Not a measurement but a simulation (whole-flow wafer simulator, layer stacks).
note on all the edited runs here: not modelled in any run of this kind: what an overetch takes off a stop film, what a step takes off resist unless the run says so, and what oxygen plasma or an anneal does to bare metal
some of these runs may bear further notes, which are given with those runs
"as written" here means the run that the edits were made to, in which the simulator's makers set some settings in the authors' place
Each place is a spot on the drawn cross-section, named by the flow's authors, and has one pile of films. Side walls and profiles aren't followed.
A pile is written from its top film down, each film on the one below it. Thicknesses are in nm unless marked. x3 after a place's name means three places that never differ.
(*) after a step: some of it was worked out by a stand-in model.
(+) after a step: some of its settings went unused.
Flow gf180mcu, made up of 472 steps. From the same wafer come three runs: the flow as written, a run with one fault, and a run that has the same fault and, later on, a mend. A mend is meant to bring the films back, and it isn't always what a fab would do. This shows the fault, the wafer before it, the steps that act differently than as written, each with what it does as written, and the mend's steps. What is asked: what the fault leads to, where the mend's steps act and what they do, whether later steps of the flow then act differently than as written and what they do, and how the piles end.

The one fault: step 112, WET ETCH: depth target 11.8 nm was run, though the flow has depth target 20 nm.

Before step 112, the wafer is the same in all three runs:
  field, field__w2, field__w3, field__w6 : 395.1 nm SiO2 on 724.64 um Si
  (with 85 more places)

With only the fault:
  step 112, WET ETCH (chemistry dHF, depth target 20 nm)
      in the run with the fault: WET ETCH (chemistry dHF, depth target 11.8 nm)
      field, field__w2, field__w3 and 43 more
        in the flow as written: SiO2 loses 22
        in the run with the fault: SiO2 loses 13
  Steps further on in the flow that do not act as written (not shown: 48 more steps that differ only slightly, by at most 2% or 0.5 nm, whichever is larger):
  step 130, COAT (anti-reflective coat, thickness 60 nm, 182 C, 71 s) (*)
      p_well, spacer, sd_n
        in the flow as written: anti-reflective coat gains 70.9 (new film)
        in the run with the fault: anti-reflective coat gains 79.5 (new film)
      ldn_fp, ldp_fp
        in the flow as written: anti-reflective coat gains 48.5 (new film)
        in the run with the fault: anti-reflective coat gains 44.2 (new film)
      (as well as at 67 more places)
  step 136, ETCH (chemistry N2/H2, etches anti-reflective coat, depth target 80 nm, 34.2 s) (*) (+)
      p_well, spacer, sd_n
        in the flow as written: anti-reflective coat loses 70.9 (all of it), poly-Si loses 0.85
        in the run with the fault: anti-reflective coat loses 79.5 (all of it), poly-Si loses 0.63
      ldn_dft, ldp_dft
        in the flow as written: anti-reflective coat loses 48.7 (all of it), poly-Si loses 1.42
        in the run with the fault: anti-reflective coat loses 44.7 (all of it), poly-Si loses 1.52
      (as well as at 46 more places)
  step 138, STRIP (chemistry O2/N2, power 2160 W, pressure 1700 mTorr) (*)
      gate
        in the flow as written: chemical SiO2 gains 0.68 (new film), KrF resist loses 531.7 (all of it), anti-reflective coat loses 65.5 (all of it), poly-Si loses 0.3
        in the run with the fault: chemical SiO2 gains 0.68 (new film), KrF resist loses 532.1 (all of it), anti-reflective coat loses 69.4 (all of it), poly-Si loses 0.3
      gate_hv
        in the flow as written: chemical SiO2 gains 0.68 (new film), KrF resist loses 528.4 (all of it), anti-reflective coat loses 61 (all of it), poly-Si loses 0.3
        in the run with the fault: chemical SiO2 gains 0.68 (new film), KrF resist loses 530.2 (all of it), anti-reflective coat loses 62.4 (all of it), poly-Si loses 0.3
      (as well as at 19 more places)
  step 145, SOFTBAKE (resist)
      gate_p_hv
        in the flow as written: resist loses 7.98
        in the run with the fault: resist loses 7.47
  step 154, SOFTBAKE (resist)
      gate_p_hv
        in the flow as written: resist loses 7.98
        in the run with the fault: resist loses 7.47
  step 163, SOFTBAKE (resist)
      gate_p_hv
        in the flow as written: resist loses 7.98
        in the run with the fault: resist loses 7.47
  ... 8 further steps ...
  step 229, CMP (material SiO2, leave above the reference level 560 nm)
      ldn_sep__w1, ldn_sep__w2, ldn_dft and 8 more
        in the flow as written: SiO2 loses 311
        in the run with the fault: SiO2 loses 320
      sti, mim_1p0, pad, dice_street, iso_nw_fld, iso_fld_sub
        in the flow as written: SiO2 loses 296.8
        in the run with the fault: SiO2 loses 305.8
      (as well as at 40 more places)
  By the end, the piles at ld_fp_n, ld_fp_p, npoly_u and 9 more depart from the flow's by more than 2% or 0.5 nm, whichever is larger.
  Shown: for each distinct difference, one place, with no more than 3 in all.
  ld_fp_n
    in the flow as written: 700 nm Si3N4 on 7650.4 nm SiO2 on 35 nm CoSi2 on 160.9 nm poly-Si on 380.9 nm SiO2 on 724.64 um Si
    in the run with the fault: 700 nm Si3N4 on 7641.4 nm SiO2 on 35 nm CoSi2 on 160.9 nm poly-Si on 389.9 nm SiO2 on 724.64 um Si
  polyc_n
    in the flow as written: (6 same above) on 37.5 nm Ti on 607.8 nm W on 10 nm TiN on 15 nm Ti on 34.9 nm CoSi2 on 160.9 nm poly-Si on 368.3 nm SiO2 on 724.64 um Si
    in the run with the fault: (6 same above) on 37.5 nm Ti on 598.8 nm W on 10 nm TiN on 15 nm Ti on 34.9 nm CoSi2 on 160.9 nm poly-Si on 377.3 nm SiO2 on 724.64 um Si
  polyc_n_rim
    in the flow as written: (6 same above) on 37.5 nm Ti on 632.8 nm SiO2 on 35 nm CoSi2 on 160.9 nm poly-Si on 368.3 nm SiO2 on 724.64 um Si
    in the run with the fault: (6 same above) on 37.5 nm Ti on 623.8 nm SiO2 on 35 nm CoSi2 on 160.9 nm poly-Si on 377.3 nm SiO2 on 724.64 um Si

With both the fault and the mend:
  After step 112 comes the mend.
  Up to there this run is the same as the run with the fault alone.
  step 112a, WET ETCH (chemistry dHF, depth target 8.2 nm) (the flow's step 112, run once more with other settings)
      field, field__w2, field__w3 and 43 more
        SiO2 loses 8.2
  Steps further on in the flow that do not act as written (not shown: 56 more steps that differ only slightly, by at most 2% or 0.5 nm, whichever is larger):
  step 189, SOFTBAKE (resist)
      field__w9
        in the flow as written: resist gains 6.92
        in the run with the mend: resist loses 3.07
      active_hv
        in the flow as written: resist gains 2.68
        in the run with the mend: resist loses 0.53
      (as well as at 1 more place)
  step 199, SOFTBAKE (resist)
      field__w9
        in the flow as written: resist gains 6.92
        in the run with the mend: resist loses 3.07
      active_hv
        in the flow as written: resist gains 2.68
        in the run with the mend: resist loses 0.53
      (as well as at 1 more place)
  When the end is reached, the piles differ only a little from the flow's at the places that both follow, at most by 2% or 0.5 nm, whichever is larger.
